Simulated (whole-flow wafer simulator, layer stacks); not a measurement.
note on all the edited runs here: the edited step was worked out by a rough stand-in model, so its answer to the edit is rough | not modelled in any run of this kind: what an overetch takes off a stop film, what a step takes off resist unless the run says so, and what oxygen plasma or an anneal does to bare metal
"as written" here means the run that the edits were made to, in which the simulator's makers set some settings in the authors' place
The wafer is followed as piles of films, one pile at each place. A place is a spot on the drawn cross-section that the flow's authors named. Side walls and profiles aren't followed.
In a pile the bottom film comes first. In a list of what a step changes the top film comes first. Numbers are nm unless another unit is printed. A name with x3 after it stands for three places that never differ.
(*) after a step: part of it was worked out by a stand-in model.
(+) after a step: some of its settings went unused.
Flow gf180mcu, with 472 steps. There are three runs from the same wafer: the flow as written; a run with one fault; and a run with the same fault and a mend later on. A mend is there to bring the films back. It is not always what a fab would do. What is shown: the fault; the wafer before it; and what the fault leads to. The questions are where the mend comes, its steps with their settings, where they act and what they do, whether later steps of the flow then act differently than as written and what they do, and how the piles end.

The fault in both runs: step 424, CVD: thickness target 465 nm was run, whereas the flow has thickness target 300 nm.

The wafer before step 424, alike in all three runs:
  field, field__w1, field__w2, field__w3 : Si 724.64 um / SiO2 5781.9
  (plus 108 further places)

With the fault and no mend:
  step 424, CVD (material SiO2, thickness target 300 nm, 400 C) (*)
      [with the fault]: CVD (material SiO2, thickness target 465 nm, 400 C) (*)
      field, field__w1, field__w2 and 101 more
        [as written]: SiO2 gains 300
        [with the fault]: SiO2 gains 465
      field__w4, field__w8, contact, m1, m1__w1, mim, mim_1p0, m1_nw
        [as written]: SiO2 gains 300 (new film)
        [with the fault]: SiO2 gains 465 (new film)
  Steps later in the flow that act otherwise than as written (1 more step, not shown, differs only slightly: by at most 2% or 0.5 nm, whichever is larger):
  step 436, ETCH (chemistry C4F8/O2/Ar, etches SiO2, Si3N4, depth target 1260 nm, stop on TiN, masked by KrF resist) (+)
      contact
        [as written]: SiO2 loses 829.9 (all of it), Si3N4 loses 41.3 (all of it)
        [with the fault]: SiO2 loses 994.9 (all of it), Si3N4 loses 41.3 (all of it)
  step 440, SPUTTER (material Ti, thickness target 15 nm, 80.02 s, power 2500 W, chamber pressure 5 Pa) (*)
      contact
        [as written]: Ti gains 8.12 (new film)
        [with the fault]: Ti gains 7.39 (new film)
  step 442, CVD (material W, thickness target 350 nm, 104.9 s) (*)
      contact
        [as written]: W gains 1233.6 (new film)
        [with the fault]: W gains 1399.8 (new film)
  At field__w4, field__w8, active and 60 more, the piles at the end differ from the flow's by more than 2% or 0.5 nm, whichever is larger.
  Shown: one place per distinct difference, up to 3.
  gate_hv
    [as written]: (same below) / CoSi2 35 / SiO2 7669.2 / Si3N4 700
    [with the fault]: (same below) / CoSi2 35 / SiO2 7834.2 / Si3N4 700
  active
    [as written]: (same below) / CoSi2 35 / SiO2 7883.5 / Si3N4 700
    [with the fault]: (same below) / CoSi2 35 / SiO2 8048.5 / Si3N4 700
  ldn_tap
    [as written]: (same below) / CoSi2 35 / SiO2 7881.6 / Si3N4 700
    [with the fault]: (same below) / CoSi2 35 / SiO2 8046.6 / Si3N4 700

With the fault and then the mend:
  The mend follows step 424.
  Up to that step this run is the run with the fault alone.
  step 424a, WET ETCH (chemistry dHF, depth target 165 nm, 25 C, dilution 100:1) (the flow's step 17, run once more with other settings)
      field, field__w1, field__w2 and 109 more
        SiO2 loses 165
  Later steps of the flow that are run all act as written at every place that is followed.
  By the end, the piles equal the flow's at every place that both follow.
